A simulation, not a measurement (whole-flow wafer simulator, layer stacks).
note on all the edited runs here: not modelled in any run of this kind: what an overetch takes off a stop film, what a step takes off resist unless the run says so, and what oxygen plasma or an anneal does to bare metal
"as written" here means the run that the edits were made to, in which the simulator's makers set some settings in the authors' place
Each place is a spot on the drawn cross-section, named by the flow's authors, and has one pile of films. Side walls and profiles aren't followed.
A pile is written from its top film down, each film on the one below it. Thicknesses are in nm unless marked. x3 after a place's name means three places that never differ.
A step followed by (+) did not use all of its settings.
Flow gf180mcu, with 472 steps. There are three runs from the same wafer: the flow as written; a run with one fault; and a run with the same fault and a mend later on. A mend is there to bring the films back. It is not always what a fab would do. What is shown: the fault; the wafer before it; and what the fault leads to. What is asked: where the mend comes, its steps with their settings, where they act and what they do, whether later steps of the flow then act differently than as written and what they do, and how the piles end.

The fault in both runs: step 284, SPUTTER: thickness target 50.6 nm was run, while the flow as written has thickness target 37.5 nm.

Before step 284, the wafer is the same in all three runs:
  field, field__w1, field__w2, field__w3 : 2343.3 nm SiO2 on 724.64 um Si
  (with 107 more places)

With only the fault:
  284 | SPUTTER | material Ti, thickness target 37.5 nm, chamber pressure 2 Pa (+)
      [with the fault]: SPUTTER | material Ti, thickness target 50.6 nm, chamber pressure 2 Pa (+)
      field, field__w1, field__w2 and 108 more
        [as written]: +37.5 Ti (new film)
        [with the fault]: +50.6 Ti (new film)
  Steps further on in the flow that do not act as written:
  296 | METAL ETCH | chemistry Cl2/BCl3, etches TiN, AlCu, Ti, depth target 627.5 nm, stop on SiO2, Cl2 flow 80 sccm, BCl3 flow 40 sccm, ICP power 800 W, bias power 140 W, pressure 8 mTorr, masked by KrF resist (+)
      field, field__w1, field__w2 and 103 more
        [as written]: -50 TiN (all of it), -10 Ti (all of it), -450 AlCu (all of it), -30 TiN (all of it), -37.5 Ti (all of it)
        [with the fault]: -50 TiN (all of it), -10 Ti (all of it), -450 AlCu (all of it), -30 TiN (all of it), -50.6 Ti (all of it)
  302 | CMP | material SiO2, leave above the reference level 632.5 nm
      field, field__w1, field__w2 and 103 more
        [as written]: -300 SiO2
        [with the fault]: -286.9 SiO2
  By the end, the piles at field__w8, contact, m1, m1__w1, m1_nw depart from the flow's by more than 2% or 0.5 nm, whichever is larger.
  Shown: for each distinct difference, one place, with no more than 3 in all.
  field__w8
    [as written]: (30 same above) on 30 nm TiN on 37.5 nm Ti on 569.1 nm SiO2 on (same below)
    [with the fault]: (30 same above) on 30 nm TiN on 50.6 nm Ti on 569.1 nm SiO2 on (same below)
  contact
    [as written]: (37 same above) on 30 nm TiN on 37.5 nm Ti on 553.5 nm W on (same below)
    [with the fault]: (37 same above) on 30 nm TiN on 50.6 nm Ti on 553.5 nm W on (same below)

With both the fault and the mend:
  The mend stands after step 284.
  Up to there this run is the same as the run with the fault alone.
  284a | METAL ETCH | chemistry Cl2/BCl3, etches TiN, AlCu, Ti, depth target 13.1 nm, Cl2 flow 80 sccm, BCl3 flow 40 sccm, ICP power 800 W, bias power 140 W, pressure 8 mTorr (a further turn of the flow's step 260, with different settings)
      field, field__w1, field__w2 and 108 more
        -13.1 Ti
  None of the later steps of the flow acts differently than as written at any place that is followed.
  At every place that both follow, the piles at the end match the flow's.
